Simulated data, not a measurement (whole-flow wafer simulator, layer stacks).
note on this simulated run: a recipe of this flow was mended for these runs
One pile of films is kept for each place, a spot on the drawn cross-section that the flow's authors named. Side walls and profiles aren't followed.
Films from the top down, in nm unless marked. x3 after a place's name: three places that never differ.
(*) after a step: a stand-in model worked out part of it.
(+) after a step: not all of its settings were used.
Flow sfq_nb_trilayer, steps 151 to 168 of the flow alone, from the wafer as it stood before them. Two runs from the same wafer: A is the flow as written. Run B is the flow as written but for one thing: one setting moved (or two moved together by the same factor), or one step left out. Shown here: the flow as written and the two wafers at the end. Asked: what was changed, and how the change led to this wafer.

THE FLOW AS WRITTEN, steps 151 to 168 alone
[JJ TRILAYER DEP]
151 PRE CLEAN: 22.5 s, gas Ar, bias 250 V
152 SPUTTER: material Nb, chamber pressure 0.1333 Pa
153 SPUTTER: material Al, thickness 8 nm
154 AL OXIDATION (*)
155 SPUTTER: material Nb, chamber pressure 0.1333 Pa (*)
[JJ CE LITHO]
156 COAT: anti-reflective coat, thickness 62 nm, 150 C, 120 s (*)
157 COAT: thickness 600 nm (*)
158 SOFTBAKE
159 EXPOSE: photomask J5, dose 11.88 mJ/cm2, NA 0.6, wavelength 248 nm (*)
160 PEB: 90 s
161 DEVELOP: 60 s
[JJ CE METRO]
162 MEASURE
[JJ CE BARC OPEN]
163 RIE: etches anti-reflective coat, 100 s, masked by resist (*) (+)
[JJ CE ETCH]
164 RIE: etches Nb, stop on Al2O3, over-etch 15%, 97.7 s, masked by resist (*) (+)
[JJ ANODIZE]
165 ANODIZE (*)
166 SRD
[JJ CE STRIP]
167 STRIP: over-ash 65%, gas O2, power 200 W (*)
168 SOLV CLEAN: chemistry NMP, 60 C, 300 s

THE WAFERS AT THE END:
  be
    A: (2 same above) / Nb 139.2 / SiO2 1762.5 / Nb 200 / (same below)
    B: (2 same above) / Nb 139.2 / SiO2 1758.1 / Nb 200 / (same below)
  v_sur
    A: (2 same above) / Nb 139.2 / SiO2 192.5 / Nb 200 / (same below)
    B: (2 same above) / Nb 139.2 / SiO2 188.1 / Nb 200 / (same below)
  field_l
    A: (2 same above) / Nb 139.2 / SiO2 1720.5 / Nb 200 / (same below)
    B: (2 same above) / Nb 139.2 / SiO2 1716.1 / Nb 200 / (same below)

The cause: step 151, PRE CLEAN: 35.7 s was run, where the flow has 22.5 s.

How the change led to this, step by step:
  151 PRE CLEAN: 22.5 s, gas Ar, bias 250 V
      field_l, v_sur, via_sp and 100 more: A SiO2 -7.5 | B SiO2 -11.9
      via_wl, via_w, via_wr: A Nb -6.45 | B Nb -10.7
